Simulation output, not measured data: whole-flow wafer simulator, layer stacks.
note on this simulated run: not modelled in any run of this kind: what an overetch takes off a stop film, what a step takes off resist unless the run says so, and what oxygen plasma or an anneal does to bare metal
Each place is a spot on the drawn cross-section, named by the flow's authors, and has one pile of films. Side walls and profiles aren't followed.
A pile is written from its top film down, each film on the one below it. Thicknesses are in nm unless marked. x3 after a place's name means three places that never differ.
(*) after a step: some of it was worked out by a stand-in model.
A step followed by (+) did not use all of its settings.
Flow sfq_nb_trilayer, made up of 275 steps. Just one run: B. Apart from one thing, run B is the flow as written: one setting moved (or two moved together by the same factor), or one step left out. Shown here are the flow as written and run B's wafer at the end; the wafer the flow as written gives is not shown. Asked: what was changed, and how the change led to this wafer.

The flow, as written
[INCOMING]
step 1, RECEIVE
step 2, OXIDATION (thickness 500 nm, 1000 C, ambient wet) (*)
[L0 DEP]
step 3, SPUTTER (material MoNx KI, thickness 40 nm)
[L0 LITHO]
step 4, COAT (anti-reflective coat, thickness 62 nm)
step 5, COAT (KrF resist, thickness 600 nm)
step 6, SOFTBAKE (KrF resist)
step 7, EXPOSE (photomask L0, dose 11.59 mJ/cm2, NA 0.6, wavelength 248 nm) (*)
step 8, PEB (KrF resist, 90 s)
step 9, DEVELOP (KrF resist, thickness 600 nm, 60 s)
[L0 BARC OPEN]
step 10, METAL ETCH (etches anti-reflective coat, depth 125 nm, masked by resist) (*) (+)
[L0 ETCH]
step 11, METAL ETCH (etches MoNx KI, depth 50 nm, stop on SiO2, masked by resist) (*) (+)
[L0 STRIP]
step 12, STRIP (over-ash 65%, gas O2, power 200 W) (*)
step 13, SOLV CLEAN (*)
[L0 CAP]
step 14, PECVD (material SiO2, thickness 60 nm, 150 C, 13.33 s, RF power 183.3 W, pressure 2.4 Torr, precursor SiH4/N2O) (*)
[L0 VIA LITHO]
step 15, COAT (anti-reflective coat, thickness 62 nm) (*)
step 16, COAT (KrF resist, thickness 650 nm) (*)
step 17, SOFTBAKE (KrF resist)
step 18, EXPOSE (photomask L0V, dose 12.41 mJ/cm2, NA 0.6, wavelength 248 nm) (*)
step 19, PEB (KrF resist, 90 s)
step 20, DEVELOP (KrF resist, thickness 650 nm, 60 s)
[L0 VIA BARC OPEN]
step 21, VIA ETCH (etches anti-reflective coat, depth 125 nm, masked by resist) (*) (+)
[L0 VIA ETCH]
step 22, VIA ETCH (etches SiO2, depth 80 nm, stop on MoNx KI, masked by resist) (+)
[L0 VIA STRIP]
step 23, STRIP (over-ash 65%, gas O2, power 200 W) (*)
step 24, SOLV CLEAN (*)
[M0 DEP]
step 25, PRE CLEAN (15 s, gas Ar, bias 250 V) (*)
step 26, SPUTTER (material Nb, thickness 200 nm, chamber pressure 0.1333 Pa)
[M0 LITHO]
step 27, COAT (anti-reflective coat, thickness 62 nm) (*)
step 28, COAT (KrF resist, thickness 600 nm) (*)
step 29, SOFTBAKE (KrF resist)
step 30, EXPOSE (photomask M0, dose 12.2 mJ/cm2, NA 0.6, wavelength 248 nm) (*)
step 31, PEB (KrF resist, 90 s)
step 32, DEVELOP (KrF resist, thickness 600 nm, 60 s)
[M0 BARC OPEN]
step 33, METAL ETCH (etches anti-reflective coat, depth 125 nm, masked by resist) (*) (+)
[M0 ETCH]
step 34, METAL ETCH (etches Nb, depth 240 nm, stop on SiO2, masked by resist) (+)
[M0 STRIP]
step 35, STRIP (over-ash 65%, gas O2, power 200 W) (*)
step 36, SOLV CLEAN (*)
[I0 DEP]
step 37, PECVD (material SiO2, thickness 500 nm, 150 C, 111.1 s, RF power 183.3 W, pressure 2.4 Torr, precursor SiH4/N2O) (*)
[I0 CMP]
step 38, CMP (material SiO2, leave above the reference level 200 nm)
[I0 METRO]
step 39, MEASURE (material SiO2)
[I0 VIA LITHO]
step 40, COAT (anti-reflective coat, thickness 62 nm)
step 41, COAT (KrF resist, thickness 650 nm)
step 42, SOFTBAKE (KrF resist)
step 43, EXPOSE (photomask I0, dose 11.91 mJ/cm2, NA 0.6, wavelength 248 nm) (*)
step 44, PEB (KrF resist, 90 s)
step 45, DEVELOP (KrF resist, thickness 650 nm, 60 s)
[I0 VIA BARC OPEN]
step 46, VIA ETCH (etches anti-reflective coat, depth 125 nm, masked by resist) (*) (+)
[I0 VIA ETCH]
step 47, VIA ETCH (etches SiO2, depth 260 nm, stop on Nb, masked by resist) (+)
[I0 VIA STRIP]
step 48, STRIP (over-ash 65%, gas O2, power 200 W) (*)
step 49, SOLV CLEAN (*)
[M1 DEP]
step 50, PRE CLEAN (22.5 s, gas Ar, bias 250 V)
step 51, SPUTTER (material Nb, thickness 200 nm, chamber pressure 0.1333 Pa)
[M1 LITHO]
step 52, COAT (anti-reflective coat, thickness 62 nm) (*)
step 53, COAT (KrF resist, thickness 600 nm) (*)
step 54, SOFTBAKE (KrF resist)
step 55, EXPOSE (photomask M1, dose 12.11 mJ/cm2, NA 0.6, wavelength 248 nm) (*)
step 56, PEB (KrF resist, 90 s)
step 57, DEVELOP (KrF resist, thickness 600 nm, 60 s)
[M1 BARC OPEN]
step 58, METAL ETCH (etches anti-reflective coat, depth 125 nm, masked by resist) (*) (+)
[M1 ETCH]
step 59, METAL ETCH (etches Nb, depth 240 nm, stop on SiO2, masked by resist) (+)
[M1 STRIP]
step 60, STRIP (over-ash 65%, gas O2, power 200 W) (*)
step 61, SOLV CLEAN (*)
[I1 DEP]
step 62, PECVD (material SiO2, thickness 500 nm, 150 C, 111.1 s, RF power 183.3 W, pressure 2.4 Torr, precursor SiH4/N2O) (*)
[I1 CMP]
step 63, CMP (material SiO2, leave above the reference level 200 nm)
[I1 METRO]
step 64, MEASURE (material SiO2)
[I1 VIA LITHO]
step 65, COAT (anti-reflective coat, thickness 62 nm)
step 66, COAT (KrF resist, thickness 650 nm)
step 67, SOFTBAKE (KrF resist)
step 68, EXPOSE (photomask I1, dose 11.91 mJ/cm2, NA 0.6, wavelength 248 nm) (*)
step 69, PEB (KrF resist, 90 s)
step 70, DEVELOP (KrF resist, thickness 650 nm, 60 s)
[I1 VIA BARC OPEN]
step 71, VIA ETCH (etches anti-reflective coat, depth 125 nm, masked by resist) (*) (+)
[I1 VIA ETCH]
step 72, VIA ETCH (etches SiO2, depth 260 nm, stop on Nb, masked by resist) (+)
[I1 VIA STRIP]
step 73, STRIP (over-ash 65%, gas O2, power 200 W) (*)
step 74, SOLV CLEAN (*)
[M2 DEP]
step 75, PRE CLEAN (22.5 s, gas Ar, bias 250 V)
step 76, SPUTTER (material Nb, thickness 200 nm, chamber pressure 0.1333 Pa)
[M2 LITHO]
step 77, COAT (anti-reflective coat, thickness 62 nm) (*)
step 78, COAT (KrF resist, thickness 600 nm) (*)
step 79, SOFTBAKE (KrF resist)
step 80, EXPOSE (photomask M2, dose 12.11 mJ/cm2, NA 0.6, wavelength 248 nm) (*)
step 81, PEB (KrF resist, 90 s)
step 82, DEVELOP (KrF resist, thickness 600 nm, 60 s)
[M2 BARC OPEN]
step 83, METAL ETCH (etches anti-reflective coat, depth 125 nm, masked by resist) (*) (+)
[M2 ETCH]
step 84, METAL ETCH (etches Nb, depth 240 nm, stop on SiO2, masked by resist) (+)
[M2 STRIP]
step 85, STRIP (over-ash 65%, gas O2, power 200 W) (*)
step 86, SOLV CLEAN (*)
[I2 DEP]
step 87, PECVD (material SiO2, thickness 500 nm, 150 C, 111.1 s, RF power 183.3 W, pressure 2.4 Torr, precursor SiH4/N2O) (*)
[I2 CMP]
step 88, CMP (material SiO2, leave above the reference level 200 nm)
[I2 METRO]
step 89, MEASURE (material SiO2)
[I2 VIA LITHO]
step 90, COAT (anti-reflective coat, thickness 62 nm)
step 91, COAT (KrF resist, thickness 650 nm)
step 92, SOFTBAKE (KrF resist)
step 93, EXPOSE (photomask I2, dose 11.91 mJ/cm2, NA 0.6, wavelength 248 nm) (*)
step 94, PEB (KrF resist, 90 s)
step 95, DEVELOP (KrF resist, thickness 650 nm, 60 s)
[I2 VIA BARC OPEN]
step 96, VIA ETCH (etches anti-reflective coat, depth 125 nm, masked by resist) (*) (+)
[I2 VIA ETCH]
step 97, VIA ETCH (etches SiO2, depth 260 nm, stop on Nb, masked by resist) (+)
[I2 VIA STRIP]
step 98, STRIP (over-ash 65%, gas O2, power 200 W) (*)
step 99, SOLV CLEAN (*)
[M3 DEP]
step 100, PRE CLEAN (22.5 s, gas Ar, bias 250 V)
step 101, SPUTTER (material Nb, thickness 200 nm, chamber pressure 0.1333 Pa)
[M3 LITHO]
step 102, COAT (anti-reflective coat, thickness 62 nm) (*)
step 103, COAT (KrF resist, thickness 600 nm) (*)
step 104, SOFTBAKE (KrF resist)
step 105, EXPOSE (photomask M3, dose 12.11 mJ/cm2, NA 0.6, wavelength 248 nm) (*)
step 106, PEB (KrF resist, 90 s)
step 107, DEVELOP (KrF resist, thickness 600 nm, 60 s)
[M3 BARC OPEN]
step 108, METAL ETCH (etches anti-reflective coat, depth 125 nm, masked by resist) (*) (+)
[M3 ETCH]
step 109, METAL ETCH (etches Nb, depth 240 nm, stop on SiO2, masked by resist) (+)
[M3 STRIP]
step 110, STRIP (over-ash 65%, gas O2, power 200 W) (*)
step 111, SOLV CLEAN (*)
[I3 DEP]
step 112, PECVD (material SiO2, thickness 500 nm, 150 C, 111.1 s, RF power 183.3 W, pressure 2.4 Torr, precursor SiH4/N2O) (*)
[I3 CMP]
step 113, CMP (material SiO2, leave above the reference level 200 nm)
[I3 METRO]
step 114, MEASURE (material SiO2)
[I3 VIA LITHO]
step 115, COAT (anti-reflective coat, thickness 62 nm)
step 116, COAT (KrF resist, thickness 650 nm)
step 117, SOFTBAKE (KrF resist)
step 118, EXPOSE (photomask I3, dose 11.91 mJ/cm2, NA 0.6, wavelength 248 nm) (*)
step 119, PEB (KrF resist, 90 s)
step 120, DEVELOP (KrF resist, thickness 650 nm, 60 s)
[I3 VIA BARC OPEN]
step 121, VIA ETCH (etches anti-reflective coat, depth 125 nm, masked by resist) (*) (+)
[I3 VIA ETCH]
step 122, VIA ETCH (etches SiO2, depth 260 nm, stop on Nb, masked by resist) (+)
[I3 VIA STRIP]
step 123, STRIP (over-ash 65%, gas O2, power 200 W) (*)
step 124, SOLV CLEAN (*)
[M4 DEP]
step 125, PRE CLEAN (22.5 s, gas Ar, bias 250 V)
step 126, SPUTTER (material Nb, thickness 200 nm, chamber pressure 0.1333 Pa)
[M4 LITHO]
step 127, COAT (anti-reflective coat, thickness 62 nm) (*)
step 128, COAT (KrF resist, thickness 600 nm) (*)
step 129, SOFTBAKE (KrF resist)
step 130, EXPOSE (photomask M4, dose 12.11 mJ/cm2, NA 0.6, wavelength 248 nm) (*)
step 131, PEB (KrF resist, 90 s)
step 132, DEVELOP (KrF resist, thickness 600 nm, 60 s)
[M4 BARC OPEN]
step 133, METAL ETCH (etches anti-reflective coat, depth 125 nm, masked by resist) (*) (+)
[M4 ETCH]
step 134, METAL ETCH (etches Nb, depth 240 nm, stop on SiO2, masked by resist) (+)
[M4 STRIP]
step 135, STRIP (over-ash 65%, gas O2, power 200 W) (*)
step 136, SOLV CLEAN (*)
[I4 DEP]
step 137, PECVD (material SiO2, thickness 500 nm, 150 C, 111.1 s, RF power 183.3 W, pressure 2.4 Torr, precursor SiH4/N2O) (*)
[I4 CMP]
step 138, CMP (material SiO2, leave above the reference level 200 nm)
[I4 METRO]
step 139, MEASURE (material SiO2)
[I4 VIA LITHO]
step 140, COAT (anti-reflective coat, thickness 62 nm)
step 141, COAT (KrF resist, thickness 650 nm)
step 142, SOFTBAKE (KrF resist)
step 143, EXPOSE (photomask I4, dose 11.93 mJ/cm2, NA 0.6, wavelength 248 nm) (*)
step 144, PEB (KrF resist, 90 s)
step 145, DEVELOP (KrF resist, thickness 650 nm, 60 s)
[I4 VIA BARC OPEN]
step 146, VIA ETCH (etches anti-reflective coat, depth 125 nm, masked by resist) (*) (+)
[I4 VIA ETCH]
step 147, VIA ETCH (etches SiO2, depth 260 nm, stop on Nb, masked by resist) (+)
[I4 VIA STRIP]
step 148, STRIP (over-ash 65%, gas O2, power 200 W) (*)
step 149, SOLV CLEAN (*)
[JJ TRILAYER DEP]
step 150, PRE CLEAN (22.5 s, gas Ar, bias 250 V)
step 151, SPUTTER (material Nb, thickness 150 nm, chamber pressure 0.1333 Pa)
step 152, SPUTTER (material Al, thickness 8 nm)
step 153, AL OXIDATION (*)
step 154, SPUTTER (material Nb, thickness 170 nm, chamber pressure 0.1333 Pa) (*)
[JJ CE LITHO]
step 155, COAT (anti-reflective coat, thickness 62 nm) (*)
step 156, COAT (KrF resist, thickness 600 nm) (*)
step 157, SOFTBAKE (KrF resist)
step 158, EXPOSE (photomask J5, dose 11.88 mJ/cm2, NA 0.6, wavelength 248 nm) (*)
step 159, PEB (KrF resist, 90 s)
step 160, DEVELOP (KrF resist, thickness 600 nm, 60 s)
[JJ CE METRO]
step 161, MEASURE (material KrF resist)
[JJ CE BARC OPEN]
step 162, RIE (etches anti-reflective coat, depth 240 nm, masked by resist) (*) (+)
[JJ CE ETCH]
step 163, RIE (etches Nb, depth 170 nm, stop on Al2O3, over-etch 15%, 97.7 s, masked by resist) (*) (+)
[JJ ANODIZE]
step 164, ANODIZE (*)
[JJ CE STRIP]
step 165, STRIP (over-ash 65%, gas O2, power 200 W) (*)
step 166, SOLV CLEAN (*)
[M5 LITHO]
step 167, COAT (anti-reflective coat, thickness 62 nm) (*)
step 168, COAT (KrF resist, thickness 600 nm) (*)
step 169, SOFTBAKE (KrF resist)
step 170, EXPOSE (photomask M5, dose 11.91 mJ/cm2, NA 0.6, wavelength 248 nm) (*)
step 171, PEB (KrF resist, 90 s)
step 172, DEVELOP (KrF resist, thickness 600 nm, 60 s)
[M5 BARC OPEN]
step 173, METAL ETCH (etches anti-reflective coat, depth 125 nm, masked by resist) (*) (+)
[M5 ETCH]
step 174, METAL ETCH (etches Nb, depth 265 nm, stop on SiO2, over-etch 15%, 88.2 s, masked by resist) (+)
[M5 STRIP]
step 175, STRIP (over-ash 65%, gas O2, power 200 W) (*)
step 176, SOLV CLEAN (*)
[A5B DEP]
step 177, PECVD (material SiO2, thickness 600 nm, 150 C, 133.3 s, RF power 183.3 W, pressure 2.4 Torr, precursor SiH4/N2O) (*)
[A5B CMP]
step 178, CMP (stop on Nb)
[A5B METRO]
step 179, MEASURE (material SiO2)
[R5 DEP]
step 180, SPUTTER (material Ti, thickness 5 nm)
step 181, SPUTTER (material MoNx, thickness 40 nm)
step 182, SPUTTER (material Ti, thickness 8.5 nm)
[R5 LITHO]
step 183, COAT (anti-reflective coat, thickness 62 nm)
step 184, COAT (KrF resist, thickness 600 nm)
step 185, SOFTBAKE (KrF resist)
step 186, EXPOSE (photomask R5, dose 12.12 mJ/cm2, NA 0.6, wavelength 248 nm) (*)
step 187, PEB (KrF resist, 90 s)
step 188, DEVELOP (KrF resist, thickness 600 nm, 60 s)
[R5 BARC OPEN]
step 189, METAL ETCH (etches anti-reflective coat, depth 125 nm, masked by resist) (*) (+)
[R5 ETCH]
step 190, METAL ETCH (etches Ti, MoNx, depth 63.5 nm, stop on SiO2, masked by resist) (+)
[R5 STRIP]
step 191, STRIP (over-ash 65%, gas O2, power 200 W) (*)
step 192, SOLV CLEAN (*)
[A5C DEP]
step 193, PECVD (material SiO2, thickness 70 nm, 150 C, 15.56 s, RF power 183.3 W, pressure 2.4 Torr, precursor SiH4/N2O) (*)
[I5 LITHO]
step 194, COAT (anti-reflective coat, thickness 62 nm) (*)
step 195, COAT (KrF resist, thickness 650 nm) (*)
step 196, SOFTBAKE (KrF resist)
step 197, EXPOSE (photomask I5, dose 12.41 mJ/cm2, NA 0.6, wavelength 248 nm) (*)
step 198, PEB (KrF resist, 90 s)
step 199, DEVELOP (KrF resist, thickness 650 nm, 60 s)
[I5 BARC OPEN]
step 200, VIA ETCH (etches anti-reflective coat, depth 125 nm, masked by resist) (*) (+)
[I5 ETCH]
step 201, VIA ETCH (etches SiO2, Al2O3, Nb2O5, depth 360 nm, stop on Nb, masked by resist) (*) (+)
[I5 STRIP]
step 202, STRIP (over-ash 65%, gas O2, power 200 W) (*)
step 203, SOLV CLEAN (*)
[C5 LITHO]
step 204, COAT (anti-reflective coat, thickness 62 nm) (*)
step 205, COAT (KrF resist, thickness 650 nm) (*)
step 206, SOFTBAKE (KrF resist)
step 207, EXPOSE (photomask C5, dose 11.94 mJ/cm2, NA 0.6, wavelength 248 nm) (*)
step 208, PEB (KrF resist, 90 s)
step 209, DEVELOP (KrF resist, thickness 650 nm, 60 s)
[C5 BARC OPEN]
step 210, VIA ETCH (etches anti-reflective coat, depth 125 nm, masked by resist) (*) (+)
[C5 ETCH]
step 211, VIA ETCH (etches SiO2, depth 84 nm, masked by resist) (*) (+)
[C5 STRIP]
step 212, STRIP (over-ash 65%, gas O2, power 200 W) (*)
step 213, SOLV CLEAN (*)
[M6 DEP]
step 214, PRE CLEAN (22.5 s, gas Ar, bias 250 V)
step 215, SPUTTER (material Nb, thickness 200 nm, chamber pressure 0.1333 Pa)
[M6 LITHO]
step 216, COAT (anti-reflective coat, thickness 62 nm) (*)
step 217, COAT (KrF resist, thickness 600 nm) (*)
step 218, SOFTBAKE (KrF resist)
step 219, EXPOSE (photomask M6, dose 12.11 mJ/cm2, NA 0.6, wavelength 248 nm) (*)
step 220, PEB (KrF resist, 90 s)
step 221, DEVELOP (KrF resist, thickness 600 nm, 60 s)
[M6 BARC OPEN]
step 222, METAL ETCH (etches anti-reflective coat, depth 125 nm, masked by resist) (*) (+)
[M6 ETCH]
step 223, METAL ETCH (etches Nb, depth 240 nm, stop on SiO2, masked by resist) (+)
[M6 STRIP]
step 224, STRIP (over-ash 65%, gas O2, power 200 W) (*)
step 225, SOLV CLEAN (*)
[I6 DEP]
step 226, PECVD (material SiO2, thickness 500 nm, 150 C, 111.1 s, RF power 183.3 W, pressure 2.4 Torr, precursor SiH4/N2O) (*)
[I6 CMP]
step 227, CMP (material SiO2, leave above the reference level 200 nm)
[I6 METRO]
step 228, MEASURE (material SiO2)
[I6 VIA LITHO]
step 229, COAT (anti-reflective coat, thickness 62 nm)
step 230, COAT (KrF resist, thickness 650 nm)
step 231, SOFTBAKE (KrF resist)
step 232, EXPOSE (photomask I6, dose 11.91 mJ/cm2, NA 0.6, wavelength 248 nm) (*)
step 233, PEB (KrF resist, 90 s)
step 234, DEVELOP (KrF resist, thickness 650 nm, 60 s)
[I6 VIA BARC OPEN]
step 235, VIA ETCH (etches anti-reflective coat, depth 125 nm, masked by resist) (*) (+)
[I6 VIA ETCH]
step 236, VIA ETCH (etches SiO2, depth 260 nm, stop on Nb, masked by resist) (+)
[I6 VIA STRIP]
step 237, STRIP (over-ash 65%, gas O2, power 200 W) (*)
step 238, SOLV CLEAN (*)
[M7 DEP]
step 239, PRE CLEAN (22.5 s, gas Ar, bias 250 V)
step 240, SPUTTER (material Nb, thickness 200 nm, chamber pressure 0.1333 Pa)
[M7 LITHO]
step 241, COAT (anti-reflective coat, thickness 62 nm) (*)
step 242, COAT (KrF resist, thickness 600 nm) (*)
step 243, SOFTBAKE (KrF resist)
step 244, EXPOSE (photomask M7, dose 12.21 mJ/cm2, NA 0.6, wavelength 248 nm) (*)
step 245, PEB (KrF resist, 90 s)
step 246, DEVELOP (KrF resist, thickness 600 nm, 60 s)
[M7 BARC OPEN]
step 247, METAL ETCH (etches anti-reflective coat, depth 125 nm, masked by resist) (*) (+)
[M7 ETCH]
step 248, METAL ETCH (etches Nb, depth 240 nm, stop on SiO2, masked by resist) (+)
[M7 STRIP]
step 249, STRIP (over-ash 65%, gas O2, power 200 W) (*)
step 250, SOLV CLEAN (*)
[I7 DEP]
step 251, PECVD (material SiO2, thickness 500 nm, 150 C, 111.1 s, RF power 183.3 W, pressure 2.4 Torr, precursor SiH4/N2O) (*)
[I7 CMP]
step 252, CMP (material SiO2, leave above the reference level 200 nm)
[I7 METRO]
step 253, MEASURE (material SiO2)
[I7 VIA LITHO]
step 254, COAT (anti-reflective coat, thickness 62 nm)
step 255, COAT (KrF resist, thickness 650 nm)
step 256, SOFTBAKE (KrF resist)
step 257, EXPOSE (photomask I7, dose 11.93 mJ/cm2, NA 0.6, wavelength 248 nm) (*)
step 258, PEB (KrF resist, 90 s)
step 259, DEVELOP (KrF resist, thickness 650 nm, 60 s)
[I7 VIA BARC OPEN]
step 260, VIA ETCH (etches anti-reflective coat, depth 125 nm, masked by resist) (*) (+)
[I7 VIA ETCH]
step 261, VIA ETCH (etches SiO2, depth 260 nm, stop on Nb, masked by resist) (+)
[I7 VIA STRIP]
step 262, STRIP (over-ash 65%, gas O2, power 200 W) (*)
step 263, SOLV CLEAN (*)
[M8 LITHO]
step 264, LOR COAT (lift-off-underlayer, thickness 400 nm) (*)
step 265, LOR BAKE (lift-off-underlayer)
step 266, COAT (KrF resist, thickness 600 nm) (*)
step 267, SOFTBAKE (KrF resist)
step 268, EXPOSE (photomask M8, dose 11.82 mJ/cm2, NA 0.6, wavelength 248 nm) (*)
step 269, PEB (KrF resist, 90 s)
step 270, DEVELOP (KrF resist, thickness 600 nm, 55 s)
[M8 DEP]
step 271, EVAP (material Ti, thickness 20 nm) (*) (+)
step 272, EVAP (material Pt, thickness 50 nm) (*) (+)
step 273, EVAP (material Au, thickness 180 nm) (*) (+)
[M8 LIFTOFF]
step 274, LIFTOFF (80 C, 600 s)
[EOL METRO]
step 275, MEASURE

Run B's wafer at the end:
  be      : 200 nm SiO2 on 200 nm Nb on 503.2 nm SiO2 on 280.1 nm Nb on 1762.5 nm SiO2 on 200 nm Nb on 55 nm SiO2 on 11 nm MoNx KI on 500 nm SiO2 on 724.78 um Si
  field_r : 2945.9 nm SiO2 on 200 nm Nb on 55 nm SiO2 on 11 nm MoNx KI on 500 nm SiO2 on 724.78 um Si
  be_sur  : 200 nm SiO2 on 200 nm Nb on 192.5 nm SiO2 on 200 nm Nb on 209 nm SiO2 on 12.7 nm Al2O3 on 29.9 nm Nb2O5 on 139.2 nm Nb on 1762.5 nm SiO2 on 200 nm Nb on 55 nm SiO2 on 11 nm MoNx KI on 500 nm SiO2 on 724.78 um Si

The reason: step 3, SPUTTER: thickness 61 nm was run, while the flow as written has thickness 40 nm.

How this came from the change, step by step:
  step 3, SPUTTER (material MoNx KI, thickness 40 nm)
      field_l, v_sur, via_wl and 103 more: MoNx KI gains 61 (new film) (as written it would have been: MoNx KI gains 40 (new film))
  step 11, METAL ETCH (etches MoNx KI, depth 50 nm, stop on SiO2, masked by resist) (*) (+)
      v_sur, via_wl, via_w and 97 more: MoNx KI loses 50 (as written it would have been: MoNx KI loses 40 (all of it))
  step 14, PECVD (material SiO2, thickness 60 nm, 150 C, 13.33 s, RF power 183.3 W, pressure 2.4 Torr, precursor SiH4/N2O) (*)
      v_sur, via_wl, via_w and 97 more: SiO2 gains 60 (new film) (as written it would have been: SiO2 gains 60)
  step 15, COAT (anti-reflective coat, thickness 62 nm) (*)
      field_l: anti-reflective coat gains 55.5 (new film) (as written it would have been: anti-reflective coat gains 56.7 (new film))
      v_sur: anti-reflective coat gains 74.9 (new film) (as written it would have been: anti-reflective coat gains 72.2 (new film))
      (and at 2 other places as well)
  step 23, STRIP (over-ash 65%, gas O2, power 200 W) (*)
      field_l: KrF resist loses 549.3 (all of it), anti-reflective coat loses 55.5 (all of it) (as written it would have been: KrF resist loses 551.4 (all of it), anti-reflective coat loses 56.7 (all of it))
      v_sur: KrF resist loses 573.1 (all of it), anti-reflective coat loses 74.9 (all of it) (as written it would have been: KrF resist loses 570.5 (all of it), anti-reflective coat loses 72.2 (all of it))
      (and at 2 other places as well)
  step 27, COAT (anti-reflective coat, thickness 62 nm) (*)
      v_sur: anti-reflective coat gains 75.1 (new film) (as written it would have been: anti-reflective coat gains 72.3 (new film))
      l0_sur: anti-reflective coat gains 46.5 (new film) (as written it would have been: anti-reflective coat gains 47.5 (new film))
      (and at 1 other place as well)
  step 35, STRIP (over-ash 65%, gas O2, power 200 W) (*)
      v_sur: KrF resist loses 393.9 (all of it), anti-reflective coat loses 75.1 (all of it) (as written it would have been: KrF resist loses 391.6 (all of it), anti-reflective coat loses 72.3 (all of it))
      l0_sur: KrF resist loses 369.2 (all of it), anti-reflective coat loses 46.5 (all of it) (as written it would have been: KrF resist loses 372 (all of it), anti-reflective coat loses 47.5 (all of it))
      (and at 1 other place as well)
  step 38, CMP (material SiO2, leave above the reference level 200 nm)
      field_l, l0_sur, l0r_line_l, l0r_line_c, l0r_line_r: SiO2 loses 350 (as written it would have been: SiO2 loses 340)
      l0v: SiO2 loses 287.8 (as written it would have been: SiO2 loses 277.8)
Taking metal films that touch as one body, be has 4 bodies (between them, from the top down: SiO2 503.2; SiO2 1762.5; SiO2 55); the flow as written gives 3 bodies (between them, from the top down: SiO2 503.2; SiO2 1762.5).
Taking metal films that touch as one body, field_r has 2 bodies (between them, from the top down: SiO2 55); the flow as written gives 1 body.
Taking metal films that touch as one body, be_sur has 5 bodies (between them, from the top down: SiO2 192.5; SiO2 209 / Al2O3 12.7 / Nb2O5 29.9; SiO2 1762.5; SiO2 55); the flow as written gives 4 bodies (between them, from the top down: SiO2 192.5; SiO2 209 / Al2O3 12.7 / Nb2O5 29.9; SiO2 1762.5).
